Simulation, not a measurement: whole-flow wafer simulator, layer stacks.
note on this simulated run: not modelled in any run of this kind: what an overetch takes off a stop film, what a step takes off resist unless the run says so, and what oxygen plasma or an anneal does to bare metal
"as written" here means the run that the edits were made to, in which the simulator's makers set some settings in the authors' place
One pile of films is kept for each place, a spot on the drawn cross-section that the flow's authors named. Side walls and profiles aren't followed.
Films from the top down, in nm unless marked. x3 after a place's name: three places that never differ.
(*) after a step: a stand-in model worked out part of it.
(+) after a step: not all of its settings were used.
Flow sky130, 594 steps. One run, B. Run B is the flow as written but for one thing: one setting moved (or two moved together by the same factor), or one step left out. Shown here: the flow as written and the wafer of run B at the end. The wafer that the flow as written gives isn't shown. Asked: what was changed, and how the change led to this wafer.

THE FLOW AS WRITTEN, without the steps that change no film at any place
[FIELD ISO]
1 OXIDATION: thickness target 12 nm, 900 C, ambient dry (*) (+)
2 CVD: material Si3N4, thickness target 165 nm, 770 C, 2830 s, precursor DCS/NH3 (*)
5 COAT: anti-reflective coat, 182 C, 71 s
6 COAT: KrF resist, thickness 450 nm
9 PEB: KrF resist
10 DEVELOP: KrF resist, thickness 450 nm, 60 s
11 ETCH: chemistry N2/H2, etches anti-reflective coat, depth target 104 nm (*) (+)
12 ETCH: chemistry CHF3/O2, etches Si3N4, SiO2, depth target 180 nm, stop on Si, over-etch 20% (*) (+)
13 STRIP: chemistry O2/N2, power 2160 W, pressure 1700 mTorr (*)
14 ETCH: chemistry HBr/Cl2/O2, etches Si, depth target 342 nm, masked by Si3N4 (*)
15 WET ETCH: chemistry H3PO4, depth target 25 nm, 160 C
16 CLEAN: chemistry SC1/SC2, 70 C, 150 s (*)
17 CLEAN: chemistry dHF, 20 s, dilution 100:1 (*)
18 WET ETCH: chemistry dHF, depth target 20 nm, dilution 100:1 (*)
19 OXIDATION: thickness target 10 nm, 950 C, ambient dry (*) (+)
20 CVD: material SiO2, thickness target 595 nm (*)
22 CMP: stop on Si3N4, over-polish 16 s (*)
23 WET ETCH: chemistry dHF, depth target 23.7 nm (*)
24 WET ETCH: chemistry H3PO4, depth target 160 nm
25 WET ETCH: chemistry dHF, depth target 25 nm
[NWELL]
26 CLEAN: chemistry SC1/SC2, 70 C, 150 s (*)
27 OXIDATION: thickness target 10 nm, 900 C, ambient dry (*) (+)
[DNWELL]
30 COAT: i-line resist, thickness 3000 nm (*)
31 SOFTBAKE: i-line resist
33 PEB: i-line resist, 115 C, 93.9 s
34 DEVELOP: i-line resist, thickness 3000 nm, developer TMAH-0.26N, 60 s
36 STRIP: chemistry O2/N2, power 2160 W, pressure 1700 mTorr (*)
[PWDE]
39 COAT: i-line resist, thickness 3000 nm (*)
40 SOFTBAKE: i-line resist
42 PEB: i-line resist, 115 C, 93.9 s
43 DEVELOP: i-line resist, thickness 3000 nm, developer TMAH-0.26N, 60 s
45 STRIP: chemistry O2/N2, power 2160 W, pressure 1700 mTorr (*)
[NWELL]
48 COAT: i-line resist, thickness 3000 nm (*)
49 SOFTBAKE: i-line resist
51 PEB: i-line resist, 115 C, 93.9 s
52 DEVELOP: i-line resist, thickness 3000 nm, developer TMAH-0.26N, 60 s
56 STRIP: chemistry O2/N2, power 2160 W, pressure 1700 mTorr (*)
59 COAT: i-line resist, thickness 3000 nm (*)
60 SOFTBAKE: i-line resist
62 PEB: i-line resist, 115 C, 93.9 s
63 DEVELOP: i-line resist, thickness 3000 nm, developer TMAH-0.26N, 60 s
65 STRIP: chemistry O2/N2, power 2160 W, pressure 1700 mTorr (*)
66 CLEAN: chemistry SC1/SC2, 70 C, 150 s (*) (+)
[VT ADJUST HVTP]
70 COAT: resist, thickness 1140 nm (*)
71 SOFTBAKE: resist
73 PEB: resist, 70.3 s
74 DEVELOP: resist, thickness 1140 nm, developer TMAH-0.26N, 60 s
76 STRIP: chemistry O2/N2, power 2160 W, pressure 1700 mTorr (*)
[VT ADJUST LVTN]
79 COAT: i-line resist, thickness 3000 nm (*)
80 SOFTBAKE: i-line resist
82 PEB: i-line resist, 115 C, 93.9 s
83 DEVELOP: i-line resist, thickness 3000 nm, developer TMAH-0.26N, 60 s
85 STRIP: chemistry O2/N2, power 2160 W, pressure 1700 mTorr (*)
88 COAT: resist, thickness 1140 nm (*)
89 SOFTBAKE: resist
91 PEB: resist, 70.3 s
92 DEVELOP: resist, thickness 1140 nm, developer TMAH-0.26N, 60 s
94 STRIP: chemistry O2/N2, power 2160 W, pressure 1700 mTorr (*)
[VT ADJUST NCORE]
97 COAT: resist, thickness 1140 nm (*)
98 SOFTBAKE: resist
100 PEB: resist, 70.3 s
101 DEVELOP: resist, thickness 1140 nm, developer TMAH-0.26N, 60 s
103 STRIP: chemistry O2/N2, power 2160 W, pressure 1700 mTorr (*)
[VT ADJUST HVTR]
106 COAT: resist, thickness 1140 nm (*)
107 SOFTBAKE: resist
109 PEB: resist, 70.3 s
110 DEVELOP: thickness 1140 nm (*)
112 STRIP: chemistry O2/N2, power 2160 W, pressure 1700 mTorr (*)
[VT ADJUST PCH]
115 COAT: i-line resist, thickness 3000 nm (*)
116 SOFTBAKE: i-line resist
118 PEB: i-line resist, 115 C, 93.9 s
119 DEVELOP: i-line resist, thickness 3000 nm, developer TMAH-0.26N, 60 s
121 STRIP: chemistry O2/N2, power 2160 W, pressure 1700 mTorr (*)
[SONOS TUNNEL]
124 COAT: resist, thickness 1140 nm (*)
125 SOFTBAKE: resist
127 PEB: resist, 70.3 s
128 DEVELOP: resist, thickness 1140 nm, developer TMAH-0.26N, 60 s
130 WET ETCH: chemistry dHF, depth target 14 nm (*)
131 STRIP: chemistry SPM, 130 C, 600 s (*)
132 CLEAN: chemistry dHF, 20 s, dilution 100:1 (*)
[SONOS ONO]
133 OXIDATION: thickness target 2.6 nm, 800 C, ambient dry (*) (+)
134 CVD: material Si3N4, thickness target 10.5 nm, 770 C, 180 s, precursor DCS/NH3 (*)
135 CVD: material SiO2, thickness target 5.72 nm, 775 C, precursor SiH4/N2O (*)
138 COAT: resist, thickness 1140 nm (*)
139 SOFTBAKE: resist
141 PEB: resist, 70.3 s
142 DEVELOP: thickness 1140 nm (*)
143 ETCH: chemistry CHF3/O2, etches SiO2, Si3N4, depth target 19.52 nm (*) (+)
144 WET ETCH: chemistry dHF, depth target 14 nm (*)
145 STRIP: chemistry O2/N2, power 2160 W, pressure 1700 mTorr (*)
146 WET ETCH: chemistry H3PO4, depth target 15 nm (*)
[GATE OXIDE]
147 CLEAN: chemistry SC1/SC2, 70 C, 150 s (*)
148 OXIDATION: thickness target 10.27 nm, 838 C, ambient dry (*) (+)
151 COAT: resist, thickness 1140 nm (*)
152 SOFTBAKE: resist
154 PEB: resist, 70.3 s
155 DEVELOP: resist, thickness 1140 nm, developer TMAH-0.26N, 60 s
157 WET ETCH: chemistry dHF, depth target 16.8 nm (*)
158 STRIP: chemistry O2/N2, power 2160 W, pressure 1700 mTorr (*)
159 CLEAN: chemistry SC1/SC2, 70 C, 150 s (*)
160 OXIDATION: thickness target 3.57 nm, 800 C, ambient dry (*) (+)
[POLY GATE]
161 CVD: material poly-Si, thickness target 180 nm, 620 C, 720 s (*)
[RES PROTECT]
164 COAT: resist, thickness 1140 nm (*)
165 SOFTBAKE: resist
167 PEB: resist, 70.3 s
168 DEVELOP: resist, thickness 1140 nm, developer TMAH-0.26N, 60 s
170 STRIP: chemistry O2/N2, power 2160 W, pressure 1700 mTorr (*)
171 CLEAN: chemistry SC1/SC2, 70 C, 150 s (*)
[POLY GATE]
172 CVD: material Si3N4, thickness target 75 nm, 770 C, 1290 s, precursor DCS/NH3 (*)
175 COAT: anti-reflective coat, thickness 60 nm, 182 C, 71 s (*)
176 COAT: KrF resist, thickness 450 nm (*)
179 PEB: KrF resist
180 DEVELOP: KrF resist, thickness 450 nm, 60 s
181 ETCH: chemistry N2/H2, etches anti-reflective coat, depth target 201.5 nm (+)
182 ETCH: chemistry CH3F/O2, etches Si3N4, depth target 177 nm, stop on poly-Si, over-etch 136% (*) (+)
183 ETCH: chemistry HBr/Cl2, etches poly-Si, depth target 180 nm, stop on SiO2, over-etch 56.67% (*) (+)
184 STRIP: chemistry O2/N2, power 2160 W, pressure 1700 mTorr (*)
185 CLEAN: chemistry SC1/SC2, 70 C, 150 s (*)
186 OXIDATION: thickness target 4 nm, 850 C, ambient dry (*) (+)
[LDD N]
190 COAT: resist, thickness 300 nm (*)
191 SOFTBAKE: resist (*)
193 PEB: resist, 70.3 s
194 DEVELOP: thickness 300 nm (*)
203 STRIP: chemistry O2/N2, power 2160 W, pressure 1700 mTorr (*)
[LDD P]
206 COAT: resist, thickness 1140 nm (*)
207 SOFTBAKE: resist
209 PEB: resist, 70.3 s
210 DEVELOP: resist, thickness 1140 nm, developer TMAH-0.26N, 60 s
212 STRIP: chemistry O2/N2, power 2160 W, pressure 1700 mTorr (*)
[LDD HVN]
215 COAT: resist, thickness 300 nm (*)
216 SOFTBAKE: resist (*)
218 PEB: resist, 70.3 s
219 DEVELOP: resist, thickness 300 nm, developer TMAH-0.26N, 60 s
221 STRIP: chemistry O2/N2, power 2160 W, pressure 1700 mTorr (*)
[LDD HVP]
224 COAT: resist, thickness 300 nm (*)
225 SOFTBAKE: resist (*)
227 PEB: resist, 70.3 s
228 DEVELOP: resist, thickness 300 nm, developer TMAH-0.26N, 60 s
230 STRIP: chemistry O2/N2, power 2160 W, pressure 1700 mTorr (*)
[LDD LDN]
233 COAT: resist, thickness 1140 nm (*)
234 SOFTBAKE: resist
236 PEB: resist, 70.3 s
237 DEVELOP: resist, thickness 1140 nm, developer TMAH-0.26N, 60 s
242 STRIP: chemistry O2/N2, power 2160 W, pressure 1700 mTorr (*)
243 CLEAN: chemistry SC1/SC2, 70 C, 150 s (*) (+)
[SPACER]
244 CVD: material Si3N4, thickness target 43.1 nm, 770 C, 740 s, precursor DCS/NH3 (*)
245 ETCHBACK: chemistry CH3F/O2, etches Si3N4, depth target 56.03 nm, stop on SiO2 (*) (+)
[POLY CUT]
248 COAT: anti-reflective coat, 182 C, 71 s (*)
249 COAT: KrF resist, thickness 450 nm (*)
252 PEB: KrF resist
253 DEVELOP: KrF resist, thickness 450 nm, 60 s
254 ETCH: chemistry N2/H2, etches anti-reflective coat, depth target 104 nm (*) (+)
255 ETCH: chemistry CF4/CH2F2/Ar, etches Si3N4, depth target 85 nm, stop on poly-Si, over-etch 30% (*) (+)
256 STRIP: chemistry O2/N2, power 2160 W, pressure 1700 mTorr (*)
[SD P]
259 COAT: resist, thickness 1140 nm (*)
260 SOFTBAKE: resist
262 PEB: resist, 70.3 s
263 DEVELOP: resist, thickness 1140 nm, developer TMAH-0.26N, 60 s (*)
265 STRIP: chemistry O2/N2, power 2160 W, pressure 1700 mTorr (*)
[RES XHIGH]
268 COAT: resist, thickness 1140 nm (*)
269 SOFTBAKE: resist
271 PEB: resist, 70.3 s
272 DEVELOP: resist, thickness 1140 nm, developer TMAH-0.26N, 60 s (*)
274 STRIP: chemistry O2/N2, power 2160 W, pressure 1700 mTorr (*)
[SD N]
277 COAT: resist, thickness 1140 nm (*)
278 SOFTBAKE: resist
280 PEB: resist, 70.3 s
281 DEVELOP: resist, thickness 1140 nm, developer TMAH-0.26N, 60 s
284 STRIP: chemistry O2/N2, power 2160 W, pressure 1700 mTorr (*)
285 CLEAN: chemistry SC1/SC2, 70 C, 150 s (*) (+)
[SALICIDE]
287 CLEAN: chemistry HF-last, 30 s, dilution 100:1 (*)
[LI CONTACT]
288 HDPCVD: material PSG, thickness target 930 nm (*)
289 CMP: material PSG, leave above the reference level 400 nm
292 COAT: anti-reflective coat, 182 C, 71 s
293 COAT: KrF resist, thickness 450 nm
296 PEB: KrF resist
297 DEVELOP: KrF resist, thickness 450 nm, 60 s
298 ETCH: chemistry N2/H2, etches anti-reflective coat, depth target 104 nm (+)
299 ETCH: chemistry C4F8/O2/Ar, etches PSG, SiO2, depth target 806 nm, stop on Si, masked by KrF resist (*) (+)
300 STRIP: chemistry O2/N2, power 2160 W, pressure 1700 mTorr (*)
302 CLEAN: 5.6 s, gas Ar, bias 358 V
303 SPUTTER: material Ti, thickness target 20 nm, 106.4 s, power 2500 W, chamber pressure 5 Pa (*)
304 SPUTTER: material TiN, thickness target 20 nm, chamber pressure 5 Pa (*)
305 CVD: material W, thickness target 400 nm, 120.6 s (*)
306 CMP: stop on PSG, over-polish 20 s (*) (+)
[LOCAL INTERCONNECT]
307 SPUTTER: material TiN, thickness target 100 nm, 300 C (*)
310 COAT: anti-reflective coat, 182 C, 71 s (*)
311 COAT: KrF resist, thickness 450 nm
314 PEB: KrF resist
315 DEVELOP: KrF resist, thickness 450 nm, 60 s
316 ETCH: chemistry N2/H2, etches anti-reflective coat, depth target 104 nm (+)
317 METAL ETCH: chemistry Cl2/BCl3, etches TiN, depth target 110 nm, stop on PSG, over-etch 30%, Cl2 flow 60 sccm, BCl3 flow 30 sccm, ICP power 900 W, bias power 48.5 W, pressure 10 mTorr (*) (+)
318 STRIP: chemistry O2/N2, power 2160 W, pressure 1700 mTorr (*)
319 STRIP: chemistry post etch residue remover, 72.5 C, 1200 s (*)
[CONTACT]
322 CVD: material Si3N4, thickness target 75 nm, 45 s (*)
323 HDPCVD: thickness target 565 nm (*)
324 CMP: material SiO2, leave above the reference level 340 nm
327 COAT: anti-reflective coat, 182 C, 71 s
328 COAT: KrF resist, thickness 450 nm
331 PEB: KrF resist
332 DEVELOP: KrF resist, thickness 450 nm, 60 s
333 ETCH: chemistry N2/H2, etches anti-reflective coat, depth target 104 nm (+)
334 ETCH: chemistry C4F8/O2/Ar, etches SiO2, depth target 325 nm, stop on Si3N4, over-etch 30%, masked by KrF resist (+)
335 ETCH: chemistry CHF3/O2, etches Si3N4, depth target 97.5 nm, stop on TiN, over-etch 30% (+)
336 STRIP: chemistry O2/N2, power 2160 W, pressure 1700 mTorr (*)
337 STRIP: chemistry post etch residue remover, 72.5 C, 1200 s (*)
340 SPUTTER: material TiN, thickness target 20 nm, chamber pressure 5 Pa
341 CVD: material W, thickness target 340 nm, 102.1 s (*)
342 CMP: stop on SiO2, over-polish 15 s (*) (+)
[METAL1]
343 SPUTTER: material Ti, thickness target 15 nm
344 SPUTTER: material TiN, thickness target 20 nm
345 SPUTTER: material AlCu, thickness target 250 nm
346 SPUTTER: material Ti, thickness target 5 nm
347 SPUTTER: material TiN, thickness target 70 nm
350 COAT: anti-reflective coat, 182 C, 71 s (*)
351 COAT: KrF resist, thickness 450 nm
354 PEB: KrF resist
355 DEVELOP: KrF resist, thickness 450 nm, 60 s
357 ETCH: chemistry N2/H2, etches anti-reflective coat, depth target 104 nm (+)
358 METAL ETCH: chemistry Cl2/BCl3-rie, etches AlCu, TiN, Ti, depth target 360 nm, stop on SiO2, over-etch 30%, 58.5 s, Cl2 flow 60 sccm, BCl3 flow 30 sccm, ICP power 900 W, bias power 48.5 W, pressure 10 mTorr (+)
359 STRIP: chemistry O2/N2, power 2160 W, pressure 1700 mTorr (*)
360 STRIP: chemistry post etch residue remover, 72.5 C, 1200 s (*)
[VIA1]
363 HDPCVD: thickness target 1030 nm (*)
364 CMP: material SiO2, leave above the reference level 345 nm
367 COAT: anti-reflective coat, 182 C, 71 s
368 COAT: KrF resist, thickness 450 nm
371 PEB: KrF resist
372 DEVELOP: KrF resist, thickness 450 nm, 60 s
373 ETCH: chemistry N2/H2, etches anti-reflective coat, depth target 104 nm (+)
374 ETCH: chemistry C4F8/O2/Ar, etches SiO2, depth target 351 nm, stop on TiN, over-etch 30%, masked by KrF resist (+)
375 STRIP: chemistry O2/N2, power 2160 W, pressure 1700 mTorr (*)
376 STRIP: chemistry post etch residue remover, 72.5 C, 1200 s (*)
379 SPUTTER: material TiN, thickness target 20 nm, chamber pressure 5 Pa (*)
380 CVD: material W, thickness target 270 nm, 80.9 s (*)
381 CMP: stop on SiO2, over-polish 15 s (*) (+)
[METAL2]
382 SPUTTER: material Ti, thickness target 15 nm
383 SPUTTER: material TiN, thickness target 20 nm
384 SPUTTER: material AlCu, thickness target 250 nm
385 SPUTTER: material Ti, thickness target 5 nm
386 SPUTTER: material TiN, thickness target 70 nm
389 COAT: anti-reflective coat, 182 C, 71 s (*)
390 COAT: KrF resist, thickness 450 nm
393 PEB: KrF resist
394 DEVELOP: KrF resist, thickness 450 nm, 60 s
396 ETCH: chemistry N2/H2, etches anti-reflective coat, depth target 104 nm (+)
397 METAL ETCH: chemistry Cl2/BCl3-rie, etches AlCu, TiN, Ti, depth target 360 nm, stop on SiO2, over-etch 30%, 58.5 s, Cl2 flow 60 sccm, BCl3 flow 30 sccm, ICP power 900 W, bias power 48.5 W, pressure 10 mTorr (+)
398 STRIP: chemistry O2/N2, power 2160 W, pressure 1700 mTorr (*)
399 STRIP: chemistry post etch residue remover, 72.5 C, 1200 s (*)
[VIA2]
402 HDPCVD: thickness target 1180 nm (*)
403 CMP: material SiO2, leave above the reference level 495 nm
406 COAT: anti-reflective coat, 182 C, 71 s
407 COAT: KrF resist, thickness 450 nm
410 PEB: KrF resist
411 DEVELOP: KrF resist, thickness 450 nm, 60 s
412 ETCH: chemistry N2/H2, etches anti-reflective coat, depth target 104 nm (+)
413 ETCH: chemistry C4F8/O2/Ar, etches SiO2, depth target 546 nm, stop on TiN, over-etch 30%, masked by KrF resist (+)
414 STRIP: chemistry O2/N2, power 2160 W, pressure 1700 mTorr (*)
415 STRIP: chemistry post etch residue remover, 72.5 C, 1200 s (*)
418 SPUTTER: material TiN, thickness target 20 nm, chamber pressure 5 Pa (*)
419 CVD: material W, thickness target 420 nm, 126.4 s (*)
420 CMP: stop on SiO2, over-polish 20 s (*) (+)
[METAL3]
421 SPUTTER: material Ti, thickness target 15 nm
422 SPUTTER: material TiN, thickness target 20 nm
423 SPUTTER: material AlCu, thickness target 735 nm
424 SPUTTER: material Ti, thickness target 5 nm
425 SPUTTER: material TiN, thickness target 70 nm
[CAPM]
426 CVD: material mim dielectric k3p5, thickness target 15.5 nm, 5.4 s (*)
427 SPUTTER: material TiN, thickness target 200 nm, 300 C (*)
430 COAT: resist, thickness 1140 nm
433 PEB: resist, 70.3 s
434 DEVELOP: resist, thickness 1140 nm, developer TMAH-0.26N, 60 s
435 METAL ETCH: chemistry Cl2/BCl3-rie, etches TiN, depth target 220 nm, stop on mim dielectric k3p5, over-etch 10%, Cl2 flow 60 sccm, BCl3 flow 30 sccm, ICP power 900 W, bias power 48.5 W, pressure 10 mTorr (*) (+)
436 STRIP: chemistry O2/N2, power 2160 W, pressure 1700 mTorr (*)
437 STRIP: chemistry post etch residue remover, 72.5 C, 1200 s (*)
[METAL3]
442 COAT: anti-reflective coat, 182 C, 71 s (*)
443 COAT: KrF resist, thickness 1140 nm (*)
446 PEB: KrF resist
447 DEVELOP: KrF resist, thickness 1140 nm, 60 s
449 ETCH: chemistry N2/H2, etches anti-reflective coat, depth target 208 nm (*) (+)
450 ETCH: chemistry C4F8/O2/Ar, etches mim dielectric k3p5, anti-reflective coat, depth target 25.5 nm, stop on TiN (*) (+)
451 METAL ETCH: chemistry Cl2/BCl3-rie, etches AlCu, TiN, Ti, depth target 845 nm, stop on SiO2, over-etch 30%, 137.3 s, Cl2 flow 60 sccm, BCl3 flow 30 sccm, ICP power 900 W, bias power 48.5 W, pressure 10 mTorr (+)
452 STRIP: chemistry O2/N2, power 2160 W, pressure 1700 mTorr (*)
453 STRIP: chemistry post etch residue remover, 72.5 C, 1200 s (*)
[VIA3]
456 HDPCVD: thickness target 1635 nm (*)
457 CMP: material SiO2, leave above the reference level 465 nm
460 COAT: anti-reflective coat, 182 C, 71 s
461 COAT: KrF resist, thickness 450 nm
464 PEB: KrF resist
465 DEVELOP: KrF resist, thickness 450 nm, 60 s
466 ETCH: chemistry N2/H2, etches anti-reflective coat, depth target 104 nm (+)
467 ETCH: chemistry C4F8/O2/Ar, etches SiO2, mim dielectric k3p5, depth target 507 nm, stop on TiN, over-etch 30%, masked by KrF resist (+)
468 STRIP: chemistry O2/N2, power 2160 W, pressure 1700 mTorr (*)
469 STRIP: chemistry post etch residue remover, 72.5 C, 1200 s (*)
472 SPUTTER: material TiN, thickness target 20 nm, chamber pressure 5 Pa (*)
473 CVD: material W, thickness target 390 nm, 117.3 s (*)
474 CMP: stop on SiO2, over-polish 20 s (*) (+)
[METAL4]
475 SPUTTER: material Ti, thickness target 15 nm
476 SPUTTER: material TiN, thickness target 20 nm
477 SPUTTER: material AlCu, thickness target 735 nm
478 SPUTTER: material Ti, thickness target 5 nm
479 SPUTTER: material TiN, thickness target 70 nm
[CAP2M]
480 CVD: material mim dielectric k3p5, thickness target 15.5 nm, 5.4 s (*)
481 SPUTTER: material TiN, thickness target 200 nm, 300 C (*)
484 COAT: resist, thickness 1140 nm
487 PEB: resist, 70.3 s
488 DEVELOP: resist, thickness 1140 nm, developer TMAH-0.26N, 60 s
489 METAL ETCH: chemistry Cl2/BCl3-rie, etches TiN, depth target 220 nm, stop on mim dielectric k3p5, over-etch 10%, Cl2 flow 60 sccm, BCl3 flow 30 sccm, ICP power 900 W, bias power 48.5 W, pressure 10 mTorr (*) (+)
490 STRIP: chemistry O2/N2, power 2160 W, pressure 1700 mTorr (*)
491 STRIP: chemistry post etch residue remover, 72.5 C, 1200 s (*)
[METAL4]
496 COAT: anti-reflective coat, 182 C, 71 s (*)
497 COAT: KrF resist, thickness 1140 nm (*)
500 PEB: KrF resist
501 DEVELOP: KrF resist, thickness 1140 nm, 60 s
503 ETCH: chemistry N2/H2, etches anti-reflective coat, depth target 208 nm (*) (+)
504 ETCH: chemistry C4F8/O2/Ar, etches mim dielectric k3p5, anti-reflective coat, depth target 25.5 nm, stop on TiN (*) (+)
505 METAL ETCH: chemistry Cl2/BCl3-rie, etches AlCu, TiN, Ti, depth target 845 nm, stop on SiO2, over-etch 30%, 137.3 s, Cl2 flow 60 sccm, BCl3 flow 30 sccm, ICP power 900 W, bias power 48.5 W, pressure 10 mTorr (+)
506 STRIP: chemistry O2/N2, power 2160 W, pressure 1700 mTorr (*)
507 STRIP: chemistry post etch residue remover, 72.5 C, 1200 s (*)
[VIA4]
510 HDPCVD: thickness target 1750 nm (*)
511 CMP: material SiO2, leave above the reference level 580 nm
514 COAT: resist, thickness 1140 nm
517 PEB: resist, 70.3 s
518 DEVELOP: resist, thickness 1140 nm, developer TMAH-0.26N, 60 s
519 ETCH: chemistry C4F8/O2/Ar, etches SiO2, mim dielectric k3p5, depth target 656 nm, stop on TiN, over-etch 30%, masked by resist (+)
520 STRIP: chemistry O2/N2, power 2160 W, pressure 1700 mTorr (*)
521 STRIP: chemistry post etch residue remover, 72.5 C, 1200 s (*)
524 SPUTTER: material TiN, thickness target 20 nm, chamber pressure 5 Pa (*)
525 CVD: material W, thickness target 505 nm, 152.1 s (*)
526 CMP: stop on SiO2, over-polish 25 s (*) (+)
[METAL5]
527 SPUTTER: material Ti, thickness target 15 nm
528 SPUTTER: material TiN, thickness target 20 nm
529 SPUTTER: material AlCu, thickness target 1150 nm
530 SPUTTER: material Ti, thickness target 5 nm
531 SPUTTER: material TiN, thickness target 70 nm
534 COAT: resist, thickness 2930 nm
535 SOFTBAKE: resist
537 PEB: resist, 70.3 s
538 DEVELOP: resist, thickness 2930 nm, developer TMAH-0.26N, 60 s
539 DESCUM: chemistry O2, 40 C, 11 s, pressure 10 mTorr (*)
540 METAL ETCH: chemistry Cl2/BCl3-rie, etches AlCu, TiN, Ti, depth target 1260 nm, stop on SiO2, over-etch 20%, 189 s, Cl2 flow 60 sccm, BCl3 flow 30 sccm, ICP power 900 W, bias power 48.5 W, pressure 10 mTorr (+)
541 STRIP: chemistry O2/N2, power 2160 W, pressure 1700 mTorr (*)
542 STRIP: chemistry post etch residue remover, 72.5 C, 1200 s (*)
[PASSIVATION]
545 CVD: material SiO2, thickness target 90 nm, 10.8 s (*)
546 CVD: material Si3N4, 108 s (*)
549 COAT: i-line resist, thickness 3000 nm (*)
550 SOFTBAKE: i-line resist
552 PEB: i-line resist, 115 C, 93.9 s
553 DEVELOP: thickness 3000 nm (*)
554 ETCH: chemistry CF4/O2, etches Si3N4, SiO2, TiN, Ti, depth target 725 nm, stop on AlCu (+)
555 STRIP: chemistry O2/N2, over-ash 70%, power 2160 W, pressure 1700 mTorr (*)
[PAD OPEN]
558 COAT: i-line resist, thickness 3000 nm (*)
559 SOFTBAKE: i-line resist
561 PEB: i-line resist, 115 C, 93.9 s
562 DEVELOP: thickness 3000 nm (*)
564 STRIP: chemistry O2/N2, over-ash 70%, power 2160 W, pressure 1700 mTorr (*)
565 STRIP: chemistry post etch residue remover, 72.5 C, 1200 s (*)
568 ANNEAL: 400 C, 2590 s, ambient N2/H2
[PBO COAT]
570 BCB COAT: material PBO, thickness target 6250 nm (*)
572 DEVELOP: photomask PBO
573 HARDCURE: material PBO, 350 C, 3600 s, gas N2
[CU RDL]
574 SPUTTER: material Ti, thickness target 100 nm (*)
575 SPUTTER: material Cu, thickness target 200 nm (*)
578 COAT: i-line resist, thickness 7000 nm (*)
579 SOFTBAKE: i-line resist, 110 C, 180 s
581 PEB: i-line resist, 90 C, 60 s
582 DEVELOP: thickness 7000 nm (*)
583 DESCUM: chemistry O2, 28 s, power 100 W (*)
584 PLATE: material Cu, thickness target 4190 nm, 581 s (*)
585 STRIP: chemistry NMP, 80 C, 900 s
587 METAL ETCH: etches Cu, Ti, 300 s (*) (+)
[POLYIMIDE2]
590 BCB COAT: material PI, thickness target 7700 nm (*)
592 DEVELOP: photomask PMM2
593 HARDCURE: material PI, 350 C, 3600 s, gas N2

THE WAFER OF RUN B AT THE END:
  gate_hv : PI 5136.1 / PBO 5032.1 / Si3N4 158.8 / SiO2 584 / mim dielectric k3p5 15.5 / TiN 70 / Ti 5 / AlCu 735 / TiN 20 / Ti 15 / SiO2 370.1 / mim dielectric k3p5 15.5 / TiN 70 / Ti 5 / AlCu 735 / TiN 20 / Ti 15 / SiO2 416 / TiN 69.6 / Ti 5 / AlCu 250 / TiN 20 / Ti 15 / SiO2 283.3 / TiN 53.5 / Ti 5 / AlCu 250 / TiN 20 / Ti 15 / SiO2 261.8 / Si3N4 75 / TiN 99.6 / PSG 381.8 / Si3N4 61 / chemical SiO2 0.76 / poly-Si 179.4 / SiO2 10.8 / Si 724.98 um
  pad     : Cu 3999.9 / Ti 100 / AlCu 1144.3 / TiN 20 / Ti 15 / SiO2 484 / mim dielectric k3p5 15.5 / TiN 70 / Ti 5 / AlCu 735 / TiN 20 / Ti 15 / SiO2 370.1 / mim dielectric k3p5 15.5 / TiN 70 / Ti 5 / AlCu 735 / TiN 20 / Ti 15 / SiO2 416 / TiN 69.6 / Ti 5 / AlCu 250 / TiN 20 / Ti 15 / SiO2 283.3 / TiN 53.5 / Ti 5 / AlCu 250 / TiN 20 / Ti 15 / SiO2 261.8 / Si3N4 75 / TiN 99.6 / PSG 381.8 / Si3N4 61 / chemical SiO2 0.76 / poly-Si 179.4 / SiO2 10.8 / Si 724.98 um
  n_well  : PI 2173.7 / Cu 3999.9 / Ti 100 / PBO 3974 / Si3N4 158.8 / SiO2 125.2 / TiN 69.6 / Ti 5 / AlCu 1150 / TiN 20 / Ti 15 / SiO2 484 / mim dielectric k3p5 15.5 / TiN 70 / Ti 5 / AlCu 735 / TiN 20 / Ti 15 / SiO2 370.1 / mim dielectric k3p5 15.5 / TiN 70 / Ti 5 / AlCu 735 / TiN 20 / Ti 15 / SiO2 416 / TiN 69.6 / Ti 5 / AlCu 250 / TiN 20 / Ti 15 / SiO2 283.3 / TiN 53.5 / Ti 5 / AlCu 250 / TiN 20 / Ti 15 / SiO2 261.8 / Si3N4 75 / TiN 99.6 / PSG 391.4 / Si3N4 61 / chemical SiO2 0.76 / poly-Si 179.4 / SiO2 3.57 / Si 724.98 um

The cause: step 347, SPUTTER: thickness target 53.9 nm was run, where the flow has thickness target 70 nm.

How the change led to this, step by step:
  347 SPUTTER: material TiN, thickness target 70 nm
      field, active, n_well and 188 more: TiN +53.9 (new film) (as written it would be: TiN +70 (new film))
  358 METAL ETCH: chemistry Cl2/BCl3-rie, etches AlCu, TiN, Ti, depth target 360 nm, stop on SiO2, over-etch 30%, 58.5 s, Cl2 flow 60 sccm, BCl3 flow 30 sccm, ICP power 900 W, bias power 48.5 W, pressure 10 mTorr (+)
      field, active, gate and 81 more: TiN -52.6 (all of it), Ti -5 (all of it), AlCu -250 (all of it), TiN -20 (all of it), Ti -15 (all of it), SiO2 -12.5 (as written it would be: TiN -68.7 (all of it), Ti -5 (all of it), AlCu -250 (all of it), TiN -20 (all of it), Ti -15 (all of it), SiO2 -10.9)
  364 CMP: material SiO2, leave above the reference level 345 nm
      n_well, p_well, gate_hv and 100 more: SiO2 -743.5 (as written it would be: SiO2 -759.6)
      poly_licon, ndiff_licon, ndiff_licon_cpp, rpo_hd_licon: SiO2 -742.9 (as written it would be: SiO2 -759)
  374 ETCH: chemistry C4F8/O2/Ar, etches SiO2, depth target 351 nm, stop on TiN, over-etch 30%, masked by KrF resist (+)
      m1, via1_hole: SiO2 -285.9 (all of it) (as written it would be: SiO2 -269.8 (all of it))
  380 CVD: material W, thickness target 270 nm, 80.9 s (*)
      m1, via1_hole: W +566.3 (new film) (as written it would be: W +549.9 (new film))
